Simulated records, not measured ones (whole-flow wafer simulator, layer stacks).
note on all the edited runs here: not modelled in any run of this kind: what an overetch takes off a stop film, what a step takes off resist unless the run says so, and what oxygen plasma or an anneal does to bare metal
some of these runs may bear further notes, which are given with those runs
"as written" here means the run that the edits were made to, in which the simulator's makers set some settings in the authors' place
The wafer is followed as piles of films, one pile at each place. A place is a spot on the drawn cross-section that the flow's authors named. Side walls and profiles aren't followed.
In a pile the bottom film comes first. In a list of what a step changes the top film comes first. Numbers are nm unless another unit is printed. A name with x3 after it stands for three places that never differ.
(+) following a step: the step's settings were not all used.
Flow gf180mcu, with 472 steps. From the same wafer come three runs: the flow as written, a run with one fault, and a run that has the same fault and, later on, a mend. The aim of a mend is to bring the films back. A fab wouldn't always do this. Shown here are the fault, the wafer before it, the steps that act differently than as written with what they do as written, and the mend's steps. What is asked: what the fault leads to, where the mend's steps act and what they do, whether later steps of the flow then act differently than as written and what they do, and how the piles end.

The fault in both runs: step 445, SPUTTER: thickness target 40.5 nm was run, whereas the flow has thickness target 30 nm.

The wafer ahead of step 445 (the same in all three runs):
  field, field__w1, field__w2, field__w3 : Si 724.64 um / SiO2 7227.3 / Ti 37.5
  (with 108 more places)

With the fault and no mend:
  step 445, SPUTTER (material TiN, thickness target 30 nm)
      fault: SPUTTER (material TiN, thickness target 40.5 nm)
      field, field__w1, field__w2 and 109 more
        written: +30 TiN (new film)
        fault: +40.5 TiN (new film)
  Steps further on in the flow that do not act as written (4 other steps are not shown; they differ only slightly, by no more than 2% or 0.5 nm, whichever is larger):
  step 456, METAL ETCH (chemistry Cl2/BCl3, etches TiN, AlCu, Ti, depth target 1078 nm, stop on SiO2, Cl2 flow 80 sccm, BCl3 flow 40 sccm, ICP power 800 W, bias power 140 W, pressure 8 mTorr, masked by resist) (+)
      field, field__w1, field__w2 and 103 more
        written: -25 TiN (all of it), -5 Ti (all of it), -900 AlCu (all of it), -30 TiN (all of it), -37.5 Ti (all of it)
        fault: -25 TiN (all of it), -5 Ti (all of it), -900 AlCu (all of it), -40.5 TiN (all of it), -37.5 Ti (all of it)
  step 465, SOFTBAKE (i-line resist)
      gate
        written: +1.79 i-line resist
        fault: -0.28 i-line resist
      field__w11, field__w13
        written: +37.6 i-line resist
        fault: +31.5 i-line resist
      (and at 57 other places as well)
  By the end, the piles at field__w8, contact, m1, m1__w1, pad, m1_nw depart from the flow's by more than 2% or 0.5 nm, whichever is larger.
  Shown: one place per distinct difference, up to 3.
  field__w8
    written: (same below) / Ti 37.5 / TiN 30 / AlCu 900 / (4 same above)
    fault: (same below) / Ti 37.5 / TiN 40.5 / AlCu 900 / (4 same above)
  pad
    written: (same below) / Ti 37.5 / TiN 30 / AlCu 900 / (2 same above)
    fault: (same below) / Ti 37.5 / TiN 40.5 / AlCu 900 / (2 same above)

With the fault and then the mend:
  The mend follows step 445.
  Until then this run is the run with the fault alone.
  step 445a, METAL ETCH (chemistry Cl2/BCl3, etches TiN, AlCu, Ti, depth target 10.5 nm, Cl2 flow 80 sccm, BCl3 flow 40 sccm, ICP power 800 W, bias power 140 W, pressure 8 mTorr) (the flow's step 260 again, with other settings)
      field, field__w1, field__w2 and 109 more
        -10.5 TiN
  None of the later steps of the flow acts differently than as written at any place that is followed.
  At every place that both follow, the piles at the end match the flow's.
